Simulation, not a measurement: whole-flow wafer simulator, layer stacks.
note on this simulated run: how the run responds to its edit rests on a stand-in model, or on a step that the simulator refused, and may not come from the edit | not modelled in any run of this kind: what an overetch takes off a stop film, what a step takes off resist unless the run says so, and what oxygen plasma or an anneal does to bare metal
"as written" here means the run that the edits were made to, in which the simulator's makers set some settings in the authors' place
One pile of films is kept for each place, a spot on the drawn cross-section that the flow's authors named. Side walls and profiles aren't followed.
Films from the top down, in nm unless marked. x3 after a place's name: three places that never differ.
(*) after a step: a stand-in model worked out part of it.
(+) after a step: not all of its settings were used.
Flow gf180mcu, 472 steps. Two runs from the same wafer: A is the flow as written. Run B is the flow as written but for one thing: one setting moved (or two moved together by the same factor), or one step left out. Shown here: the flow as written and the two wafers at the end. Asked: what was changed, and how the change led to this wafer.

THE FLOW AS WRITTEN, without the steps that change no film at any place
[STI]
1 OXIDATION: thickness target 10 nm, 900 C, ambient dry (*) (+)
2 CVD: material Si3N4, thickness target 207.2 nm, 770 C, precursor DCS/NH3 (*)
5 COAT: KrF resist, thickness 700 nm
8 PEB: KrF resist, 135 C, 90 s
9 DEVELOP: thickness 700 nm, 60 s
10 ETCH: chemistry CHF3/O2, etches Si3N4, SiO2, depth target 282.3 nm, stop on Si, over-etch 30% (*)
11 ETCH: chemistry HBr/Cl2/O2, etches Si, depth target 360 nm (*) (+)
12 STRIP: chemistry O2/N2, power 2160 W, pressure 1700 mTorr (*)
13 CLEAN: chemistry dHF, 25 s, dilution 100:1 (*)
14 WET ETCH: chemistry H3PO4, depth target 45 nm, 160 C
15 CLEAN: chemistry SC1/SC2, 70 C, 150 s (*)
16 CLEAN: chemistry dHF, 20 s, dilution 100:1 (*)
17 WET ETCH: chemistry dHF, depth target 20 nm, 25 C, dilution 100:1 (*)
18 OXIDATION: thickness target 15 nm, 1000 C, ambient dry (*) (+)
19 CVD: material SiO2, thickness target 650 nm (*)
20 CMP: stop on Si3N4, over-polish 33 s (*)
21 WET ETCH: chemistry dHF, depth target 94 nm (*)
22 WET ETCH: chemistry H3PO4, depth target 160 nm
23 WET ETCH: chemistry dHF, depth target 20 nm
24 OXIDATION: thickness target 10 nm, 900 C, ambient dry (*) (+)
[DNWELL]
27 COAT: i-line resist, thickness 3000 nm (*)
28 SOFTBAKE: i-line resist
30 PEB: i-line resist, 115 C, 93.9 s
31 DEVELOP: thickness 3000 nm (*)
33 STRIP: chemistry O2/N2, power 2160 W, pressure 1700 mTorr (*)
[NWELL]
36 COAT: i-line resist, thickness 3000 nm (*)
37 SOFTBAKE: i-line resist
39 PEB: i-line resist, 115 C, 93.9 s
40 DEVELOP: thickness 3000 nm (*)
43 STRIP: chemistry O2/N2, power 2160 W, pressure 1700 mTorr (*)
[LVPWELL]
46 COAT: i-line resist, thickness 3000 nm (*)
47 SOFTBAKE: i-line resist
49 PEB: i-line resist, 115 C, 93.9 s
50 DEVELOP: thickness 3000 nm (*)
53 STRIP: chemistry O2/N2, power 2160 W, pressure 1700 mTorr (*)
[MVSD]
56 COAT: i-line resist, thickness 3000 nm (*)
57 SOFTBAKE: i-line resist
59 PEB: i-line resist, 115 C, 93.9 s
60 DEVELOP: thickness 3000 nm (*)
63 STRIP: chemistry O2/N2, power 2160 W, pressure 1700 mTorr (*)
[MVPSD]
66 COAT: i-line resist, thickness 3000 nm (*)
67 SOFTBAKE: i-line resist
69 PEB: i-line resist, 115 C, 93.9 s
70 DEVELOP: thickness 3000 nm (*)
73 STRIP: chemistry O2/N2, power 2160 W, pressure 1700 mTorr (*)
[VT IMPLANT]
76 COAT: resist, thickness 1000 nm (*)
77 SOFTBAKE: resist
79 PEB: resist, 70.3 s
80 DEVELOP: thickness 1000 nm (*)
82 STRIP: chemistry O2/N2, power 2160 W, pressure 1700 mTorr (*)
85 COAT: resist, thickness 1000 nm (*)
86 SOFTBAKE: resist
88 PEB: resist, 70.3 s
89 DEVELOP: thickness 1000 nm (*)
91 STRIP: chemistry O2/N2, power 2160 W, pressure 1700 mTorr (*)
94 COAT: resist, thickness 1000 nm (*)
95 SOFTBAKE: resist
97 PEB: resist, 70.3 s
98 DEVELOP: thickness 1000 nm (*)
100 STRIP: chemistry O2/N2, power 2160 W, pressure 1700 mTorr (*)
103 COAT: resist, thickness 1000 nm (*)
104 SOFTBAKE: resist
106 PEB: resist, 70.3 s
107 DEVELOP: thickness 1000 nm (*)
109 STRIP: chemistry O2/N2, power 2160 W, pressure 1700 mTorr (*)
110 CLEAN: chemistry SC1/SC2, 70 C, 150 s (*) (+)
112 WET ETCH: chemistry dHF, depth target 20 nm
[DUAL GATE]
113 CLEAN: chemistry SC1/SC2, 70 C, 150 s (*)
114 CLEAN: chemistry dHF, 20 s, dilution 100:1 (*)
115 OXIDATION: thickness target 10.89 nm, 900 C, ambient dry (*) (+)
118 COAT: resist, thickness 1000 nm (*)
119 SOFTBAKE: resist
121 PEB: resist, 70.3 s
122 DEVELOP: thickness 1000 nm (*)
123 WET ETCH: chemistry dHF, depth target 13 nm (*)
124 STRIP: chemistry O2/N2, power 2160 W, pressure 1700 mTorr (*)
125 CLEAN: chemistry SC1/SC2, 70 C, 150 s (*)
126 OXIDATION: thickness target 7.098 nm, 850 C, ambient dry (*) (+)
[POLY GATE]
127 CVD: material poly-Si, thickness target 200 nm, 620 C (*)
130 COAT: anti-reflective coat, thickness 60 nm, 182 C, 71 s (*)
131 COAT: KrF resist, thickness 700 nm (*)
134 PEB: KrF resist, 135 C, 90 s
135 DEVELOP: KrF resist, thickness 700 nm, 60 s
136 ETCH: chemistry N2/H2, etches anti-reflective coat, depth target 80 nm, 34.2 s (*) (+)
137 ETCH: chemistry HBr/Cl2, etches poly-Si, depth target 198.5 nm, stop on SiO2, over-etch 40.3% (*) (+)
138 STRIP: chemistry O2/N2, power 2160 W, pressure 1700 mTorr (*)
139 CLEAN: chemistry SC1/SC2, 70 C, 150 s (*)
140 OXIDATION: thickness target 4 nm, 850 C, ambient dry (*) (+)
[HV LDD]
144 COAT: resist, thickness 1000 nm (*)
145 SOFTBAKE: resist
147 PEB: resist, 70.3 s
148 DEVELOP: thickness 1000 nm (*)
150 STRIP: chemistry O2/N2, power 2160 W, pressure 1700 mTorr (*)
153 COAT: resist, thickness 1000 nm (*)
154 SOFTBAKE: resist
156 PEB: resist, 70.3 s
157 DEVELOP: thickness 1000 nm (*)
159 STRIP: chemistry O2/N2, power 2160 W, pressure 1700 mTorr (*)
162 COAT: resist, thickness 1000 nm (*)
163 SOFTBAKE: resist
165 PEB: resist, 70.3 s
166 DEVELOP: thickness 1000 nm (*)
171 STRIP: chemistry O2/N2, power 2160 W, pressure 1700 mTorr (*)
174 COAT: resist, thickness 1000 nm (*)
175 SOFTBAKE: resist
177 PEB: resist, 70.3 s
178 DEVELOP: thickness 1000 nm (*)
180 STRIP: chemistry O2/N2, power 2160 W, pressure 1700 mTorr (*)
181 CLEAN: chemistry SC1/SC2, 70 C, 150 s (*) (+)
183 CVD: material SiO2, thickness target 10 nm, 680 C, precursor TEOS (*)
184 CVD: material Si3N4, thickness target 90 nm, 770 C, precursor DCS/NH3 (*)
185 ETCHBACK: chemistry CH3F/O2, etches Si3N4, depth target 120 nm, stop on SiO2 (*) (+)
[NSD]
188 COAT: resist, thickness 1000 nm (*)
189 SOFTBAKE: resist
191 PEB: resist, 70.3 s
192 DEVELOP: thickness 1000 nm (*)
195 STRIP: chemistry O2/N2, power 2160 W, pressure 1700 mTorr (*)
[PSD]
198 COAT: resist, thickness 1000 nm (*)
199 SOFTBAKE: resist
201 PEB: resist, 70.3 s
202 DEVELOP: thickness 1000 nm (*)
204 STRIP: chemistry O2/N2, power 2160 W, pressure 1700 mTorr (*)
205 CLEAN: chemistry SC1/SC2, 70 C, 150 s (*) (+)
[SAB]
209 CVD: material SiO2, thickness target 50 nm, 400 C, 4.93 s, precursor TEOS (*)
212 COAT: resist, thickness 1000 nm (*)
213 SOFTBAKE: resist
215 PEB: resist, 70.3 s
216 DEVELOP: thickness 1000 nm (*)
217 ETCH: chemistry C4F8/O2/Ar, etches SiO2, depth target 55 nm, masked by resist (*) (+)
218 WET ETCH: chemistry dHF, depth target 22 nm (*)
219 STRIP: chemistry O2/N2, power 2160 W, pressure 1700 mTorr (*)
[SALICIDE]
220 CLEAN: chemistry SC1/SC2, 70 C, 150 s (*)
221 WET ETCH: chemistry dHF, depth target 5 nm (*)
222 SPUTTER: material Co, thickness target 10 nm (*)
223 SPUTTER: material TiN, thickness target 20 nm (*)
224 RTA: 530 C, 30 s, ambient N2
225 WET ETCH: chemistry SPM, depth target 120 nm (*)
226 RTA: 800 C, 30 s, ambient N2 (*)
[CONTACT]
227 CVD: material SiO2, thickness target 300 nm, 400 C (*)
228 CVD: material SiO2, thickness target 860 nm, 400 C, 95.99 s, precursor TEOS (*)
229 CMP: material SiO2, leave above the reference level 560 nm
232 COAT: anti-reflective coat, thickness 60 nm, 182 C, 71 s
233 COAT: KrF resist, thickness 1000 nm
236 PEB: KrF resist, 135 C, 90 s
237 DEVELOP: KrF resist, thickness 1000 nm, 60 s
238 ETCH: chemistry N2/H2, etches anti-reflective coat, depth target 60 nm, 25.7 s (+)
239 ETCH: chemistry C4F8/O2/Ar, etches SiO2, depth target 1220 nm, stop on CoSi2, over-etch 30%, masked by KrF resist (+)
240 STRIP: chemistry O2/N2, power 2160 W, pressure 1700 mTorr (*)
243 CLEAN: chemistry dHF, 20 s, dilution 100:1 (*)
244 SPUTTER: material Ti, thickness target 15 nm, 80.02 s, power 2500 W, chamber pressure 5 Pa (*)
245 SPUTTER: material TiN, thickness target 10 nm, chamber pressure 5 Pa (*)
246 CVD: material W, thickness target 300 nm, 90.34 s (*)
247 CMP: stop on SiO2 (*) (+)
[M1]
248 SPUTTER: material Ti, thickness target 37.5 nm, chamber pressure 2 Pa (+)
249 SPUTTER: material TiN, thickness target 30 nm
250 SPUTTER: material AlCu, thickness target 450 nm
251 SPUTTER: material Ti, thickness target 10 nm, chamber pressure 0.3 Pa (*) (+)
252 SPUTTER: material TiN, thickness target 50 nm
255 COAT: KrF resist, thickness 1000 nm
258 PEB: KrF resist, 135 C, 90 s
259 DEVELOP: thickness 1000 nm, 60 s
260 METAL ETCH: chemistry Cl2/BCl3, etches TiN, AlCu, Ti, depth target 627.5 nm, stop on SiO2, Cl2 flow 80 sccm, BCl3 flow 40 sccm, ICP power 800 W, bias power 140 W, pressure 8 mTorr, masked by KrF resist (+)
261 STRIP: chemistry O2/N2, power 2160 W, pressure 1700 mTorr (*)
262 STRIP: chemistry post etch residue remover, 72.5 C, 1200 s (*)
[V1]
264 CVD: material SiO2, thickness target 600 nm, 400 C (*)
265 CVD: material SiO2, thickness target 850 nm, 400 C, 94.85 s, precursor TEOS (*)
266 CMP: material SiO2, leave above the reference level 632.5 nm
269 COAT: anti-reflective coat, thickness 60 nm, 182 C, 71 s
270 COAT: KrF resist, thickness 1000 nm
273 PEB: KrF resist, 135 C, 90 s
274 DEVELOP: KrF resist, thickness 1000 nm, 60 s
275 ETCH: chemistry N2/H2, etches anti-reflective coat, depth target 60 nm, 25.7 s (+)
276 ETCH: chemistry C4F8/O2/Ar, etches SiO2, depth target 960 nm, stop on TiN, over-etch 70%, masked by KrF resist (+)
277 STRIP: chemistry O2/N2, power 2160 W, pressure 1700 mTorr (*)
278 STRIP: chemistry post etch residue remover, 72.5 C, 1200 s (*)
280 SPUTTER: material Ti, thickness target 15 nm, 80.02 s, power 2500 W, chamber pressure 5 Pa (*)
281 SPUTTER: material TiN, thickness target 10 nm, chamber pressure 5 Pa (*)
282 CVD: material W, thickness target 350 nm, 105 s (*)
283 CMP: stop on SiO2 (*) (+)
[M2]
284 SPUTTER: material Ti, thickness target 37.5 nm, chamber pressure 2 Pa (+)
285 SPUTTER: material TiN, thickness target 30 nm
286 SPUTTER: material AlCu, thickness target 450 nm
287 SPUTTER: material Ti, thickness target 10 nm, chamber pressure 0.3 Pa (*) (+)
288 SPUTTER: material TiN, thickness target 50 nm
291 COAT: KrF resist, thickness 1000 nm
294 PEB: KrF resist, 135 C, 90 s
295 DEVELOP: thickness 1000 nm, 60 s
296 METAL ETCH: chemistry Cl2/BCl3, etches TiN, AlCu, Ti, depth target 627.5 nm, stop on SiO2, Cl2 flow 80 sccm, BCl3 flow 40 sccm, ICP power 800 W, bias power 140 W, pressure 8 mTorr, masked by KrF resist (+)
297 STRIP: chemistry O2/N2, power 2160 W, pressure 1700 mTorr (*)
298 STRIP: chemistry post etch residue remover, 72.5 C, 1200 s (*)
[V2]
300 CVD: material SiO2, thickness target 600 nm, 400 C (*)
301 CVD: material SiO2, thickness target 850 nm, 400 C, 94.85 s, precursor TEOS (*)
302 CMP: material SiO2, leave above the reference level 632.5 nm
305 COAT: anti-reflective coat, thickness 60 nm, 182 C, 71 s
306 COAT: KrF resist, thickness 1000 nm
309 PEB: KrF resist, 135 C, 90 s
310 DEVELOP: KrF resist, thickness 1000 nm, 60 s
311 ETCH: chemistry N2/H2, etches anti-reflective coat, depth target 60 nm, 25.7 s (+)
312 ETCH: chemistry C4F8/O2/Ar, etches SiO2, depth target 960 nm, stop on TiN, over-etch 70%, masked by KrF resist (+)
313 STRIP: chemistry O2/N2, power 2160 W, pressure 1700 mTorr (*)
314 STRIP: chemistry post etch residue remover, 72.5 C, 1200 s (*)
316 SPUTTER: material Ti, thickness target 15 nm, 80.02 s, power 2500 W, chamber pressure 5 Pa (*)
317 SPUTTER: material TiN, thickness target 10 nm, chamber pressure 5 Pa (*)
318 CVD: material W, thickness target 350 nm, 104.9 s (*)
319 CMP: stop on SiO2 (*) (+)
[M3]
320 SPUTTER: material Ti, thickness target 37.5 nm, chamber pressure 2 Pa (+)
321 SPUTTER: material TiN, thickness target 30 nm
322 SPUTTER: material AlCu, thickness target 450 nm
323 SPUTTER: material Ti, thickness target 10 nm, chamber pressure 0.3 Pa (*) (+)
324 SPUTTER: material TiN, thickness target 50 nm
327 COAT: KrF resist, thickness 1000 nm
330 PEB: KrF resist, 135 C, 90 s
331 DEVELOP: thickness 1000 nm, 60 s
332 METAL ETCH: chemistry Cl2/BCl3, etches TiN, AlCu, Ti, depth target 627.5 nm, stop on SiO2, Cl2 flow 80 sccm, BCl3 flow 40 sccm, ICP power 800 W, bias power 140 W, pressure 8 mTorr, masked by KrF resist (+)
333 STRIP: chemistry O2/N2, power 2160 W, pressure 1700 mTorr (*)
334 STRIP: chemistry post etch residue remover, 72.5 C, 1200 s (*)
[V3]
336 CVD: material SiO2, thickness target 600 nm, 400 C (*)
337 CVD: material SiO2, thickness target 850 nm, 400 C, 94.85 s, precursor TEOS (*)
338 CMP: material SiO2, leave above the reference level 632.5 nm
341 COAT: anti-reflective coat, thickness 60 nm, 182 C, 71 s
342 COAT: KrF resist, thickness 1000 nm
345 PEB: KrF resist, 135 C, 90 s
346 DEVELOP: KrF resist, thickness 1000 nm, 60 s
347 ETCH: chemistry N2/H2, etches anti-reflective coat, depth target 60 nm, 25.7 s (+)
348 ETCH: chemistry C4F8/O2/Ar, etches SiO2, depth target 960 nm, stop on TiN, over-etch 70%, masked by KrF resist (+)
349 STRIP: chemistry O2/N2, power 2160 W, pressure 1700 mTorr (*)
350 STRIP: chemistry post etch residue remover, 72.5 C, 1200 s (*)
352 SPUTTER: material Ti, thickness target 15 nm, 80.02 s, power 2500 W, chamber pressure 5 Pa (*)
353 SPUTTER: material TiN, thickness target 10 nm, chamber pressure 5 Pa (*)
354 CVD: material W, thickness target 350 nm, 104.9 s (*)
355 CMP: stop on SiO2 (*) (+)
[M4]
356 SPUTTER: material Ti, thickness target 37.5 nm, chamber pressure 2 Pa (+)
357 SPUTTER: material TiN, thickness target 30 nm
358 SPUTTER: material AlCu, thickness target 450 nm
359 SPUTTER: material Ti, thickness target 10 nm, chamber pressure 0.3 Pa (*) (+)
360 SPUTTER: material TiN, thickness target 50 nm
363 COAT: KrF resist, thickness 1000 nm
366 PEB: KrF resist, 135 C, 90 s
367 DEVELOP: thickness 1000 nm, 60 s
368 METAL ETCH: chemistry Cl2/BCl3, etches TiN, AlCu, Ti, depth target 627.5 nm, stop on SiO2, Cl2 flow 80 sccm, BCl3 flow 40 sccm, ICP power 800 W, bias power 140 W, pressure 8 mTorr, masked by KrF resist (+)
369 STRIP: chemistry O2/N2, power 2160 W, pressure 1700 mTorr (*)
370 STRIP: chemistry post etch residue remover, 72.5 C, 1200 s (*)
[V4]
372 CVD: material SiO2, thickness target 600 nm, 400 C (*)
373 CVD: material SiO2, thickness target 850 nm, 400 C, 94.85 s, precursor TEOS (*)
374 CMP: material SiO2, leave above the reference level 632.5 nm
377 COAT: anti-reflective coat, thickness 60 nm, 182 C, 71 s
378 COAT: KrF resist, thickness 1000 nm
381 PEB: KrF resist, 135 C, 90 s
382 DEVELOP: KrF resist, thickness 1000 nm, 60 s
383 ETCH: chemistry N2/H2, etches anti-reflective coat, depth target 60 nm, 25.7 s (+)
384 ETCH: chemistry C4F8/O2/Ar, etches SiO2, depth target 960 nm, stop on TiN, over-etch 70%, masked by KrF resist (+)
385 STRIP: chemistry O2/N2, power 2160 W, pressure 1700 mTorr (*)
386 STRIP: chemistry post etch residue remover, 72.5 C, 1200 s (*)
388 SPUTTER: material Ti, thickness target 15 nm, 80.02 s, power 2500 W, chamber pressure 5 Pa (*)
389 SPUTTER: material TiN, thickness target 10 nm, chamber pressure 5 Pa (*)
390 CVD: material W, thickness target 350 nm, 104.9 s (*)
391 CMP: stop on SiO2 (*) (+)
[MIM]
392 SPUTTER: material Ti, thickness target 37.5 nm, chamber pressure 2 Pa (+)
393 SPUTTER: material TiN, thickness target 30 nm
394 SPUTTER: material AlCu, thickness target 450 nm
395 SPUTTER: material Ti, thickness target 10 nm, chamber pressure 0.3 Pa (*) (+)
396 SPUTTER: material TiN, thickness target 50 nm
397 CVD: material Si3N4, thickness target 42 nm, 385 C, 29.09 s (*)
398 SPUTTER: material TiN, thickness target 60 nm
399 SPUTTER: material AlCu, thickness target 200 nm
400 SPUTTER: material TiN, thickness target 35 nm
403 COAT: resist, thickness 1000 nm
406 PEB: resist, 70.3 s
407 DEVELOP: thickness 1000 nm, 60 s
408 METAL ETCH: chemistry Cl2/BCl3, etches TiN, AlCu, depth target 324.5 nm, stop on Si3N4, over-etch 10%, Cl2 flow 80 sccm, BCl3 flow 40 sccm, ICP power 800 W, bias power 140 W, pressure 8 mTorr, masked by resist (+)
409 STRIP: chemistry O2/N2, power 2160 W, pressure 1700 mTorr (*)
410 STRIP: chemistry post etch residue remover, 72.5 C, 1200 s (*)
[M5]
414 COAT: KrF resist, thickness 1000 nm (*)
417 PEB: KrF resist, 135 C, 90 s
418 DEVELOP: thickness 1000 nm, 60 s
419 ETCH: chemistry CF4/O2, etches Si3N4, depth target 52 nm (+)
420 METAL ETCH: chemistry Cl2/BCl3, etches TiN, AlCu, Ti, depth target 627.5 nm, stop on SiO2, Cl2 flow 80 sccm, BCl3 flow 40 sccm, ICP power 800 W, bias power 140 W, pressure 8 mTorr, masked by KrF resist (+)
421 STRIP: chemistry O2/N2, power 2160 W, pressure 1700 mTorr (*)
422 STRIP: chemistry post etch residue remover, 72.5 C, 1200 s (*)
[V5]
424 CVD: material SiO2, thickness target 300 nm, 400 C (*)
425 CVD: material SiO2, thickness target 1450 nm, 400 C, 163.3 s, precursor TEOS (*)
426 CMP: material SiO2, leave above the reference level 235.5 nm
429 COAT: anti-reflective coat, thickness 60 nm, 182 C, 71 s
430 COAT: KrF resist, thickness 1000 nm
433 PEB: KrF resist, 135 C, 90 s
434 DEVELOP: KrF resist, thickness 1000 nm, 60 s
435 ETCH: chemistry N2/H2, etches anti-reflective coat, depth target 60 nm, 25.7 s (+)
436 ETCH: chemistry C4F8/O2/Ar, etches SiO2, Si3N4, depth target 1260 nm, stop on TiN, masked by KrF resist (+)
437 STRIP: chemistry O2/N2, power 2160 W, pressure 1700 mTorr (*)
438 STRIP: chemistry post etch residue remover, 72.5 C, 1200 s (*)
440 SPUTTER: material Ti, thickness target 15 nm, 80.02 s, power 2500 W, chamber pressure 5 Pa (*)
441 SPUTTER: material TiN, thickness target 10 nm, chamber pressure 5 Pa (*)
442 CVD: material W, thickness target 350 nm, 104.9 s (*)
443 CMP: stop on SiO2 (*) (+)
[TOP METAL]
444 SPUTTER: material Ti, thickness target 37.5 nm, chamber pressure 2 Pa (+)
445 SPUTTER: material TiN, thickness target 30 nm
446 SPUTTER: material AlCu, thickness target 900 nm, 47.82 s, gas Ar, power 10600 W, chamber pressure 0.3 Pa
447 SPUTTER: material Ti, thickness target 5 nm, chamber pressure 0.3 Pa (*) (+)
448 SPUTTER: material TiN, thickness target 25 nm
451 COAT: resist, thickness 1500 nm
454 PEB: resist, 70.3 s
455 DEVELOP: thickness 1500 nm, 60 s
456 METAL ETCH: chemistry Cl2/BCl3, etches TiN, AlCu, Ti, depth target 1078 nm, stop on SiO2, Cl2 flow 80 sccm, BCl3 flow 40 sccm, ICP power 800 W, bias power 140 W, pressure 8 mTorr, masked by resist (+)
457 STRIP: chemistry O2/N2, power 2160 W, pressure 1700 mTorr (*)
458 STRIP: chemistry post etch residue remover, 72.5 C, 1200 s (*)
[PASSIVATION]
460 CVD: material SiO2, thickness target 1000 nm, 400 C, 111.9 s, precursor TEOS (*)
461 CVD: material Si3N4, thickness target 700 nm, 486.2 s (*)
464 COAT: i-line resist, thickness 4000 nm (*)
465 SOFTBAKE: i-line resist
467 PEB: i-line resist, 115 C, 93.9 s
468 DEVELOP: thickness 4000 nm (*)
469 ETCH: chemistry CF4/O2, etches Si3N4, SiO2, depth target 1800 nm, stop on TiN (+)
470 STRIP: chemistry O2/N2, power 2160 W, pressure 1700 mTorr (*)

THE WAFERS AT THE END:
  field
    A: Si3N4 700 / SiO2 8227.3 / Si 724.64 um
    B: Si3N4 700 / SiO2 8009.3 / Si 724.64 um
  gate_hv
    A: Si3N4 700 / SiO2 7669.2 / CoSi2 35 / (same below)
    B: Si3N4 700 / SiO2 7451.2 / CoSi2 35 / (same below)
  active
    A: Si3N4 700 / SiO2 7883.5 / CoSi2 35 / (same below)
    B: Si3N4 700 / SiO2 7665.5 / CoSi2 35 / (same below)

The cause: step 229, CMP: leave above the reference level 342 nm was run, where the flow has leave above the reference level 560 nm.

How the change led to this, step by step:
  229 CMP: material SiO2, leave above the reference level 560 nm
      gate_hv, gate_nat, ld_gate_n and 11 more: A SiO2 -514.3 | B SiO2 -732.3
      ldn_sep__w1, ldn_sep__w2, ldn_dft and 8 more: A SiO2 -311 | B SiO2 -529
      (and at 86 more places)
  239 ETCH: chemistry C4F8/O2/Ar, etches SiO2, depth target 1220 nm, stop on CoSi2, over-etch 30%, masked by KrF resist (+)
      field, field__w1, field__w2 and 105 more: A KrF resist -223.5 | B KrF resist -166.8
      polyc_n, polyc_p: A SiO2 -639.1 (all of it) | B SiO2 -421.1 (all of it)
      (and at 1 more place)
  240 STRIP: chemistry O2/N2, power 2160 W, pressure 1700 mTorr (*)
      field, field__w1, field__w2 and 105 more: A KrF resist -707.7 (all of it), anti-reflective coat -60 (all of it) | B KrF resist -764.4 (all of it), anti-reflective coat -60 (all of it)
  244 SPUTTER: material Ti, thickness target 15 nm, 80.02 s, power 2500 W, chamber pressure 5 Pa (*)
      contact: A Ti +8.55 (new film) | B Ti +9.72 (new film)
  245 SPUTTER: material TiN, thickness target 10 nm, chamber pressure 5 Pa (*)
      contact: A TiN +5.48 (new film) | B TiN +6.21 (new film)
  246 CVD: material W, thickness target 300 nm, 90.34 s (*)
      polyc_n, polyc_p: A W +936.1 (new film) | B W +718.1 (new film)
      contact: A W +1167.5 (new film) | B W +947.6 (new film)
